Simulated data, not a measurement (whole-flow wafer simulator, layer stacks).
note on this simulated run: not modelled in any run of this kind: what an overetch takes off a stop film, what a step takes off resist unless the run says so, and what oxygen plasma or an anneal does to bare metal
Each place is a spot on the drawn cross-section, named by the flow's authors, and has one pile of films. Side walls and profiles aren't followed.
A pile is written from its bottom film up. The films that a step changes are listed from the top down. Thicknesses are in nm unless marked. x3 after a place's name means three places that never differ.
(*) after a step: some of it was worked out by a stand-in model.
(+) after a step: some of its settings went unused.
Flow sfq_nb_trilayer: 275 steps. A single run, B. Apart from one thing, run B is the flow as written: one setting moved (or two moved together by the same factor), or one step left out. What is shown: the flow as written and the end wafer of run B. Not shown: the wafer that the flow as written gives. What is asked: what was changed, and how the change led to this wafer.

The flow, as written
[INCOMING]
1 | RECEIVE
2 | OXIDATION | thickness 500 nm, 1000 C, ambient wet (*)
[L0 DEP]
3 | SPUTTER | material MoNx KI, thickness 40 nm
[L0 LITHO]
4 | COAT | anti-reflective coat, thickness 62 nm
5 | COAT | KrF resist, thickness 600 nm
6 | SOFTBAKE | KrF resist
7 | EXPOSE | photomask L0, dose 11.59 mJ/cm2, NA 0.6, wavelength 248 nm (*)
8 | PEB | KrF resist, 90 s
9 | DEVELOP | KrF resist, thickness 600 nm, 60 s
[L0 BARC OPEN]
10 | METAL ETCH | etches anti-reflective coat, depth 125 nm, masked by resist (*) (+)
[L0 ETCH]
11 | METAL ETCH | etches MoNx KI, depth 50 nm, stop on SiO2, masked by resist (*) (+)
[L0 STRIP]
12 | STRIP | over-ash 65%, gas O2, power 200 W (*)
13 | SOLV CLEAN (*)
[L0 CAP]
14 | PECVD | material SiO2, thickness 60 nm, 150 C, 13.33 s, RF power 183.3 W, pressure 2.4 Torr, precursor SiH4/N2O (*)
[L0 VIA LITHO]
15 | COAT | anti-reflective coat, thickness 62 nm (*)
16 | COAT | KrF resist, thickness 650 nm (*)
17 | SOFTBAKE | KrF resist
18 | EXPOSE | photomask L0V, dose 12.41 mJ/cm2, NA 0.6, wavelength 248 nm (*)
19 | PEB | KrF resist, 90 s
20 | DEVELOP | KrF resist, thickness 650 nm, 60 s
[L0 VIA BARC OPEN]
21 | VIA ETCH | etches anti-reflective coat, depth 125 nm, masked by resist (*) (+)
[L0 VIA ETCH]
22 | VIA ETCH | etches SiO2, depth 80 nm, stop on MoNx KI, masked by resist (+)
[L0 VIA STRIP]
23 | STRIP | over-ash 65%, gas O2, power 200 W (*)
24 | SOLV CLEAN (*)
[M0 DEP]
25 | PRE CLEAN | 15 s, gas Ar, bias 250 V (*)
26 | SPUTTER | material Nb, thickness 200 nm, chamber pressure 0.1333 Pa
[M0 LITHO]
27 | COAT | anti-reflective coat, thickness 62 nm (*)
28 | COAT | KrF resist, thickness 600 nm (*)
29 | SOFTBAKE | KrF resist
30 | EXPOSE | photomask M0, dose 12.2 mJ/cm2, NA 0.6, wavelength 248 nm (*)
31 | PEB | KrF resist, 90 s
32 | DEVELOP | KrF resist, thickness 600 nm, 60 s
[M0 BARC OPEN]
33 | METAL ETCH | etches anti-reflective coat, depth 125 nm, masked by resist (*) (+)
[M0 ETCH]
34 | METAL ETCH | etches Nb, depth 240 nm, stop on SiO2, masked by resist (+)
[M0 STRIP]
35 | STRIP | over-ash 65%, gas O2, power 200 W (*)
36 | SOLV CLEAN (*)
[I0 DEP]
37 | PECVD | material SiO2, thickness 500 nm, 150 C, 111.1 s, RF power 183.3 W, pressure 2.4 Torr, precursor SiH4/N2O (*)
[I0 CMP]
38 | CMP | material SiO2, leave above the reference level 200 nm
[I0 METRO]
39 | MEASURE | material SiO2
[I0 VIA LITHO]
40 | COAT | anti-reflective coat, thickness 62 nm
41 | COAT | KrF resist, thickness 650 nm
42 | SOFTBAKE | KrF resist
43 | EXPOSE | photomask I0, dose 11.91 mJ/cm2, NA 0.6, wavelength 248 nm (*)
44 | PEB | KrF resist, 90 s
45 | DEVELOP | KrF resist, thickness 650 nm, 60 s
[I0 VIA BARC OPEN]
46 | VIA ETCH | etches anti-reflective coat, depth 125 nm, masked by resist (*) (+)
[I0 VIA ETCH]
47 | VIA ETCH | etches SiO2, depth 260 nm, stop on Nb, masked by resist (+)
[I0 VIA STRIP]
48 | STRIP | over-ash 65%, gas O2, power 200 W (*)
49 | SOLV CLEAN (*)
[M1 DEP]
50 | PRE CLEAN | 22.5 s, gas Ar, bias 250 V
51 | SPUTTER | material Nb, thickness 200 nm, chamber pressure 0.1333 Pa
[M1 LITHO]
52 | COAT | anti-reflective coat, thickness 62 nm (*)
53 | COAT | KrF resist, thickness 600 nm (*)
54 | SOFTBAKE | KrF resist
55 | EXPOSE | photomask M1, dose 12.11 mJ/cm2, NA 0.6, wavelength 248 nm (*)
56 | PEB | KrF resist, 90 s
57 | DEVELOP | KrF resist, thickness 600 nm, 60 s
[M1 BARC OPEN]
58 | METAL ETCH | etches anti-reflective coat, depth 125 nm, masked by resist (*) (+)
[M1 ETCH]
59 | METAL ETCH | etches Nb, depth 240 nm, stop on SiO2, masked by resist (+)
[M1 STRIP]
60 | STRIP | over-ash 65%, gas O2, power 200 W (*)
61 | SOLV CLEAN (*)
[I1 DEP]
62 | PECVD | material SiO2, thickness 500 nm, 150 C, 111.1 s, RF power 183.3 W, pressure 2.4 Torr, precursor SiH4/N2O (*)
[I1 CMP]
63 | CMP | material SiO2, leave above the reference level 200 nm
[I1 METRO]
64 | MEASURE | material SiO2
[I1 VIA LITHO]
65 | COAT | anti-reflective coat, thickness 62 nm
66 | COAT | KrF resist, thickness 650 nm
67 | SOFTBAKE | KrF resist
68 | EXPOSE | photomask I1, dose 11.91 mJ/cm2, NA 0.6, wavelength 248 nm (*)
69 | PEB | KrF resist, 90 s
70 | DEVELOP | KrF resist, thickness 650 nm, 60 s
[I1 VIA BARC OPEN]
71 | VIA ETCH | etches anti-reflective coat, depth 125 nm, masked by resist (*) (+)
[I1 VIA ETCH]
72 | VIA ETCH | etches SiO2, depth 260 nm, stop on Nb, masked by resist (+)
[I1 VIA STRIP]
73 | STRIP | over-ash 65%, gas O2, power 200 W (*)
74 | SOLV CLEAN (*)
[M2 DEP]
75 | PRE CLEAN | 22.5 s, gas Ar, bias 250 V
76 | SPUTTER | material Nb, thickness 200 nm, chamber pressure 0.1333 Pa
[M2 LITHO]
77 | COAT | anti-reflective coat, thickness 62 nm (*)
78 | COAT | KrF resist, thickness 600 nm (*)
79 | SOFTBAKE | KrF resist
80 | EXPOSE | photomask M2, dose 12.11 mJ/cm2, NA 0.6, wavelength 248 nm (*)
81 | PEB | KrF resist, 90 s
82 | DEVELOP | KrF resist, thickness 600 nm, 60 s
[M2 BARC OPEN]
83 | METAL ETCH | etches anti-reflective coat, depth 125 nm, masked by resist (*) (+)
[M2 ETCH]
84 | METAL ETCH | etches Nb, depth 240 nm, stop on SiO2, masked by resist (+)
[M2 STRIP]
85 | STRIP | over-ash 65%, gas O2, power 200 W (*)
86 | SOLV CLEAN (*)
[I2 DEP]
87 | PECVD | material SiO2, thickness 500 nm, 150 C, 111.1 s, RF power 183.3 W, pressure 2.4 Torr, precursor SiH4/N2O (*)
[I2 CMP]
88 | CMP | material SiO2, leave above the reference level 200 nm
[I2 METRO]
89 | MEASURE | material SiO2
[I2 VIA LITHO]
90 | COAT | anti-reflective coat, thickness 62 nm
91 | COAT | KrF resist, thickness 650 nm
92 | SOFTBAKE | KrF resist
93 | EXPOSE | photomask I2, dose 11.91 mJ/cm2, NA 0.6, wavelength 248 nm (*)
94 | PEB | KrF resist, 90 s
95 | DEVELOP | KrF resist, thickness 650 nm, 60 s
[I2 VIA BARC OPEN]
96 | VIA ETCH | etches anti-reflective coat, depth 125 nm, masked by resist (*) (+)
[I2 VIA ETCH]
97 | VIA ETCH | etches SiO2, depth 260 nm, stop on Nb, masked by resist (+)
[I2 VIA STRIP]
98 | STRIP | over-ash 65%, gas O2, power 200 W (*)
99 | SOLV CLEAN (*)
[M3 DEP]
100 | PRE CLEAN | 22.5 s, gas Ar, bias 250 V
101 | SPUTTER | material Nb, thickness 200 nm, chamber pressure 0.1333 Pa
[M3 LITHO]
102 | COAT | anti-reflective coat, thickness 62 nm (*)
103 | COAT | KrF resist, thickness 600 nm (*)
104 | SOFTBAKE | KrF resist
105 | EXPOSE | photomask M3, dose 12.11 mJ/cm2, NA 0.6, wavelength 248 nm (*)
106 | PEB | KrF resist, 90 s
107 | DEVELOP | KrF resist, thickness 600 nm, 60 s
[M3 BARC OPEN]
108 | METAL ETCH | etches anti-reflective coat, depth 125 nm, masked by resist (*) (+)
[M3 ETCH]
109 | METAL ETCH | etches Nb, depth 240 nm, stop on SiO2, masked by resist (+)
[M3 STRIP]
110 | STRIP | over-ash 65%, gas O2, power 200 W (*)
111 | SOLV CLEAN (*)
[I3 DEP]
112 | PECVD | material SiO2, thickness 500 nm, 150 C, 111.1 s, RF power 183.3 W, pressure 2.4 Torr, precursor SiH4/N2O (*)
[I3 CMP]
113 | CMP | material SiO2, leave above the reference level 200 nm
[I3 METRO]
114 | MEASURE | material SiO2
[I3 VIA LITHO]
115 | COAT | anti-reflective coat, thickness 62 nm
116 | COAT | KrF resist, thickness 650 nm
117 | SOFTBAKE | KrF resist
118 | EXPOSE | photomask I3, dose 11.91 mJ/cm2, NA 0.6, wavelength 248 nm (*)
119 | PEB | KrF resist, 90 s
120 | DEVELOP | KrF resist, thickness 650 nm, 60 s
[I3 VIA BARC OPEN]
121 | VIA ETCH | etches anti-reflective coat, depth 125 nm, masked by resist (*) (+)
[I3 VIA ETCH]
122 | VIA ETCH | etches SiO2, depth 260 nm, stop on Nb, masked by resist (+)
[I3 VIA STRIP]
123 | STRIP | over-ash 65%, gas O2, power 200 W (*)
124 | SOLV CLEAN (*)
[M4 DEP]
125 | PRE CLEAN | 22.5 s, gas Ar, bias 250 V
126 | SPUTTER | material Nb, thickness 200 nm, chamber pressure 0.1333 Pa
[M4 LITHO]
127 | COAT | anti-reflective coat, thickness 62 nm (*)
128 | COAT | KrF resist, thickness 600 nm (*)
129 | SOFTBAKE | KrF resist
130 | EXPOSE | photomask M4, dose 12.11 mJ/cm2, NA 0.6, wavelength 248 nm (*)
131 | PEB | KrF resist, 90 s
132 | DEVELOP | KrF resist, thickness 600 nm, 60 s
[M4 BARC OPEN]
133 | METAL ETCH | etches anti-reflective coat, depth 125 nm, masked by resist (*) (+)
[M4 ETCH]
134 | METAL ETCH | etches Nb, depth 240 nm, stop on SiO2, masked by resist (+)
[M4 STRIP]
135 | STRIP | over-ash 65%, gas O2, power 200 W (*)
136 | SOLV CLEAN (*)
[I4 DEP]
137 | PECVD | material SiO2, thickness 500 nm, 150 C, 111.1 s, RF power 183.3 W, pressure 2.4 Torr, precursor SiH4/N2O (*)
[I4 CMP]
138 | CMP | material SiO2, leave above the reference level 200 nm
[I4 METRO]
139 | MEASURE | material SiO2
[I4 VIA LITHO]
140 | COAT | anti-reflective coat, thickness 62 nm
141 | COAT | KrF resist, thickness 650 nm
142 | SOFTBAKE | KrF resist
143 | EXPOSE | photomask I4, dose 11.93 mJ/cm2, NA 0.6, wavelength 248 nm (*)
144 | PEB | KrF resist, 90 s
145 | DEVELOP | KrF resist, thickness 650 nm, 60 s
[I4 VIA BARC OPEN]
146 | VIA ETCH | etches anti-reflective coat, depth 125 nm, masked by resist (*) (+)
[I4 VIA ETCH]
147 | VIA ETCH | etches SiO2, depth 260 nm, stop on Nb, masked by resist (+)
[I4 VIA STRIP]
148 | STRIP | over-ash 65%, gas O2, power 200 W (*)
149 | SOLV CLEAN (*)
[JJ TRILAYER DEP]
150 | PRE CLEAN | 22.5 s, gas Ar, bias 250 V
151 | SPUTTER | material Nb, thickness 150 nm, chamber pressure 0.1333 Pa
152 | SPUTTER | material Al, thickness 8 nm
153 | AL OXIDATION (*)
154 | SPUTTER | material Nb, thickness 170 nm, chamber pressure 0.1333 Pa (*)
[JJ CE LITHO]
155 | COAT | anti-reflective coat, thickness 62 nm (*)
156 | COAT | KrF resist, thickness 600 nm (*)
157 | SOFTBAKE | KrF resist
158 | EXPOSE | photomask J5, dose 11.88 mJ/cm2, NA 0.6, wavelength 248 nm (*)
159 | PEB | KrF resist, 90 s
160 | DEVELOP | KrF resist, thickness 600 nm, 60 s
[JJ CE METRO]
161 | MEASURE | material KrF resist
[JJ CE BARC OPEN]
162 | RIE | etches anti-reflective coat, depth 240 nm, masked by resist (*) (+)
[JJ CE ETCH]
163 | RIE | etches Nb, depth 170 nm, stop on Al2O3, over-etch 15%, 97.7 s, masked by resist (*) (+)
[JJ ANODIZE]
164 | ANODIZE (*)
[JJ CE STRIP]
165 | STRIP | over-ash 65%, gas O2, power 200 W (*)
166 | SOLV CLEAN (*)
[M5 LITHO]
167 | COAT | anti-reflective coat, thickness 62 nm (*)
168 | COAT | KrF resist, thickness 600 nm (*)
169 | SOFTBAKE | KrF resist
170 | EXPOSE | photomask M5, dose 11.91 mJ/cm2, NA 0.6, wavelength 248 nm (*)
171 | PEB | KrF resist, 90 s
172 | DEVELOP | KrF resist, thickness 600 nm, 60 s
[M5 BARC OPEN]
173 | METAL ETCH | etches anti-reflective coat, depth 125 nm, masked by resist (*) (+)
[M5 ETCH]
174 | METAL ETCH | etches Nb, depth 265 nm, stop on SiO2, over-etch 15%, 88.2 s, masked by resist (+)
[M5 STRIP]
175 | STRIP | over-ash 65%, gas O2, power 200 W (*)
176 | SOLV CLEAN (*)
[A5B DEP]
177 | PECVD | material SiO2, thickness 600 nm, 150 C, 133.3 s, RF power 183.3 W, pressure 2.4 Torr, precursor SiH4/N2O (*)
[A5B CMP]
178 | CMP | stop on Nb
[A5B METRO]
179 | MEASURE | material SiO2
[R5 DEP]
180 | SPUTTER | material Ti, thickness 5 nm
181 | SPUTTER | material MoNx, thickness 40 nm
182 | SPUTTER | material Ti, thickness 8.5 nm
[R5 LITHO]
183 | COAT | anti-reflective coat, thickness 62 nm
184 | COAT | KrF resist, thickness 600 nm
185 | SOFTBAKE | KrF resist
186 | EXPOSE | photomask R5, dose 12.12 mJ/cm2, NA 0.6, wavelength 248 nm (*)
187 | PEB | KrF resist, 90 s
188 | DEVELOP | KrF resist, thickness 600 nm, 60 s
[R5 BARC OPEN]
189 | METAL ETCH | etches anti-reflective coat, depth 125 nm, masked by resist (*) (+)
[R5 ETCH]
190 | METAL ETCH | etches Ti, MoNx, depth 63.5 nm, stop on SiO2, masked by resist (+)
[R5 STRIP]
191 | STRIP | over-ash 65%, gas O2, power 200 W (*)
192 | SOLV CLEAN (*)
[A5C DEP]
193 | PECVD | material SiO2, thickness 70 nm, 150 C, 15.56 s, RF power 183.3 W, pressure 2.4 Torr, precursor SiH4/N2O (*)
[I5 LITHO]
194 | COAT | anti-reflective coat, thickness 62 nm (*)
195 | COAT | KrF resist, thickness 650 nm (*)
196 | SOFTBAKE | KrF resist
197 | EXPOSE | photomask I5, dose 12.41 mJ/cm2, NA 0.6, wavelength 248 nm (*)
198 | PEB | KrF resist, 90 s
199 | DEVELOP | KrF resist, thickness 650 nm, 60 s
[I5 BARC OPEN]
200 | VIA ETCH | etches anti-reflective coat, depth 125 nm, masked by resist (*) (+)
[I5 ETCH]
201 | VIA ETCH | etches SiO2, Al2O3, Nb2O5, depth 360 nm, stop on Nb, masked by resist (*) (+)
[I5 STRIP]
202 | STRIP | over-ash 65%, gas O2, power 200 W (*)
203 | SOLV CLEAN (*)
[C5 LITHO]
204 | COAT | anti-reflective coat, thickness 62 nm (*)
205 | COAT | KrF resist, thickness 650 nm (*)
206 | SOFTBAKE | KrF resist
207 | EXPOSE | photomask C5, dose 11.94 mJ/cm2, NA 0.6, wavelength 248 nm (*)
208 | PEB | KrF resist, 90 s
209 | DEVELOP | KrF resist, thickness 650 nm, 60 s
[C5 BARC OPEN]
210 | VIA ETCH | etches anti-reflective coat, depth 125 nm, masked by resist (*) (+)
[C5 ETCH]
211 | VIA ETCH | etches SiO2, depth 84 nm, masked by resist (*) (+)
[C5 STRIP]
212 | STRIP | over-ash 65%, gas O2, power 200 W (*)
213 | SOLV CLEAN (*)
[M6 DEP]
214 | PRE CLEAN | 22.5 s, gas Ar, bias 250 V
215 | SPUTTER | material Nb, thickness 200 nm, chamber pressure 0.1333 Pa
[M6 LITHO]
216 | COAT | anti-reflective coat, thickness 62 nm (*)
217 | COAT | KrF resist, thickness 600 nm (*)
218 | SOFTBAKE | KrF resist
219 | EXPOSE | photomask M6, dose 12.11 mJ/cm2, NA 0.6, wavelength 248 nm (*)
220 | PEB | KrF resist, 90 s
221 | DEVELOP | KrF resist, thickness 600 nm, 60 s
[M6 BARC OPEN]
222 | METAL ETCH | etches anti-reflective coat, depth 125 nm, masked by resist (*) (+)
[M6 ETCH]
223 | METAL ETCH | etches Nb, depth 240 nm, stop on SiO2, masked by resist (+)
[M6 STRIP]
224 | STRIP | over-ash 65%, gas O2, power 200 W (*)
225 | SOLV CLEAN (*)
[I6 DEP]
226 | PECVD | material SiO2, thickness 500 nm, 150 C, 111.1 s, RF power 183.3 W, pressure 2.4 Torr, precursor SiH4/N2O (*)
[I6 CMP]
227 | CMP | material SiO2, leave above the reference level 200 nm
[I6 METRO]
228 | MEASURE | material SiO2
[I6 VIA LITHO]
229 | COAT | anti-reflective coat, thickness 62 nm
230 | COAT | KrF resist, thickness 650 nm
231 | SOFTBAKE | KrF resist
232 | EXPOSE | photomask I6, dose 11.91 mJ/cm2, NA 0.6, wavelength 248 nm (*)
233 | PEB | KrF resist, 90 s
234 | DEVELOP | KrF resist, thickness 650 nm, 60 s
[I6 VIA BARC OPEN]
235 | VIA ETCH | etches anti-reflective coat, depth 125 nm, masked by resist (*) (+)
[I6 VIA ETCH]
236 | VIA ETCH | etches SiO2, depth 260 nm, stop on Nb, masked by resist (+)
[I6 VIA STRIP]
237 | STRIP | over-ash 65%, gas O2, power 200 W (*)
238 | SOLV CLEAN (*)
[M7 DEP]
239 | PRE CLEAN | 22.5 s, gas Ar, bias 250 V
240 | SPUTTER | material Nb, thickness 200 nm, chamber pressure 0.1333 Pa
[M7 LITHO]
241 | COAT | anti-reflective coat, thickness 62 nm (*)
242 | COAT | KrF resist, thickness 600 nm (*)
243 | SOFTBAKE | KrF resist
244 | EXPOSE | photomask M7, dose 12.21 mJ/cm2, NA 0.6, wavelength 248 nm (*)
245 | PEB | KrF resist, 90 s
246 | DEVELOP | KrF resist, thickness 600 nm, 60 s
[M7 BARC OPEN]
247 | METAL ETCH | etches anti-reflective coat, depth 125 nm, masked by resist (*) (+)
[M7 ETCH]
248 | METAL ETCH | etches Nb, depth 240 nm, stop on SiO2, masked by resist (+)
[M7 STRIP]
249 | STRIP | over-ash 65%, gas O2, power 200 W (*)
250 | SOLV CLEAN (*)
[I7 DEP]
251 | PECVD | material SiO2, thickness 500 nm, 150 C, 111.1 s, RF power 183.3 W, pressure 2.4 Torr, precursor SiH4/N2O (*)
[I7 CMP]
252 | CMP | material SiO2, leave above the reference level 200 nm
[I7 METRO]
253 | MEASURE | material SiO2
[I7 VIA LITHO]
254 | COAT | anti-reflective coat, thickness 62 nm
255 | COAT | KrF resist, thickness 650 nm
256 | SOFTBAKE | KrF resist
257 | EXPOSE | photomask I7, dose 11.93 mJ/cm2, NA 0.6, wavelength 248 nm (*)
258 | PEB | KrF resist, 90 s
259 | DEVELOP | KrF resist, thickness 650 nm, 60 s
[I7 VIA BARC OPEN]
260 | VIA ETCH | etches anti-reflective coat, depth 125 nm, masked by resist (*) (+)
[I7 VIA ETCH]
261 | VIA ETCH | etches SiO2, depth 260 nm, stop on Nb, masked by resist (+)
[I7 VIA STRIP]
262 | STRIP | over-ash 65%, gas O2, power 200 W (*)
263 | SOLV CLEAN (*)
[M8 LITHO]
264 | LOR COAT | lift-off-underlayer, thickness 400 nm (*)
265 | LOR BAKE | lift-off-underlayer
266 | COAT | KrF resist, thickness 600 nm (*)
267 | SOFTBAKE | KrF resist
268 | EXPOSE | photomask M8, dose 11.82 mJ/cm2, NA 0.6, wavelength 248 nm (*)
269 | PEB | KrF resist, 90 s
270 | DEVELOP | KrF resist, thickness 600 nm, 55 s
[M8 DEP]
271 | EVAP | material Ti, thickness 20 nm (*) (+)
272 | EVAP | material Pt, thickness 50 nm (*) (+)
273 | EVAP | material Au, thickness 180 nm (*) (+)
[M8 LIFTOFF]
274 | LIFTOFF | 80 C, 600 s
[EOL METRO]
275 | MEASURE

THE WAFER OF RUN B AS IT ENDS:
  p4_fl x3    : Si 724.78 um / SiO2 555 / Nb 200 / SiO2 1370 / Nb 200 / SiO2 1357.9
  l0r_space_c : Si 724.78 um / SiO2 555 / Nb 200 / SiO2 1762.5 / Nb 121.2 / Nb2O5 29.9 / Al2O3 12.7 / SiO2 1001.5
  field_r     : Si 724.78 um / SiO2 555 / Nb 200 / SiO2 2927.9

The reason: step 151, SPUTTER: thickness 132 nm was run, while the flow as written has thickness 150 nm.

The path from the change to this, step by step:
  151 | SPUTTER | material Nb, thickness 150 nm, chamber pressure 0.1333 Pa
      field_l, v_sur, via_sp and 100 more: Nb gains 132 (new film) (it would be, as written: Nb gains 150 (new film))
      via_wl, via_w, via_wr: Nb gains 114.6 (it would be, as written: Nb gains 130.4)
  155 | COAT | anti-reflective coat, thickness 62 nm (*)
      via_wl, via_wr: anti-reflective coat gains 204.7 (new film) (it would be, as written: anti-reflective coat gains 209.4 (new film))
  162 | RIE | etches anti-reflective coat, depth 240 nm, masked by resist (*) (+)
      ce_l, c5j, ce_r, wl_jj: KrF resist loses 204.7 (it would be, as written: KrF resist loses 209.4)
      via_wl, via_wr: anti-reflective coat loses 204.7 (all of it) (it would be, as written: anti-reflective coat loses 209.4 (all of it))
  167 | COAT | anti-reflective coat, thickness 62 nm (*)
      ce_l: anti-reflective coat gains 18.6 (new film) (it would be, as written: anti-reflective coat gains 19.6 (new film))
      ce_r: anti-reflective coat gains 18.6 (new film) (it would be, as written: anti-reflective coat gains 19.7 (new film))
  174 | METAL ETCH | etches Nb, depth 265 nm, stop on SiO2, over-etch 15%, 88.2 s, masked by resist (+)
      field_l, r_sur, res and 50 more: Al2O3 loses 12.6 (all of it), Nb2O5 loses 29.9 (all of it), Nb loses 121.2 (all of it), SiO2 loses 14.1 (it would be, as written: Al2O3 loses 12.6 (all of it), Nb2O5 loses 29.9 (all of it), Nb loses 139.2 (all of it), SiO2 loses 12.3)
  175 | STRIP | over-ash 65%, gas O2, power 200 W (*)
      ce_l: KrF resist loses 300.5 (all of it), anti-reflective coat loses 18.6 (all of it) (it would be, as written: KrF resist loses 299.6 (all of it), anti-reflective coat loses 19.6 (all of it))
      ce_r: KrF resist loses 300.7 (all of it), anti-reflective coat loses 18.6 (all of it) (it would be, as written: KrF resist loses 299.9 (all of it), anti-reflective coat loses 19.7 (all of it))
  178 | CMP | stop on Nb
      field_l, p4_fl x3, p4_w1 x9 and 29 more: SiO2 loses 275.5 (it would be, as written: SiO2 loses 259.3)
      r_sur, res, r_end, moat, field_r, lsp_l: SiO2 loses 269.1 (it would be, as written: SiO2 loses 252.3)
      (also at 5 further places)
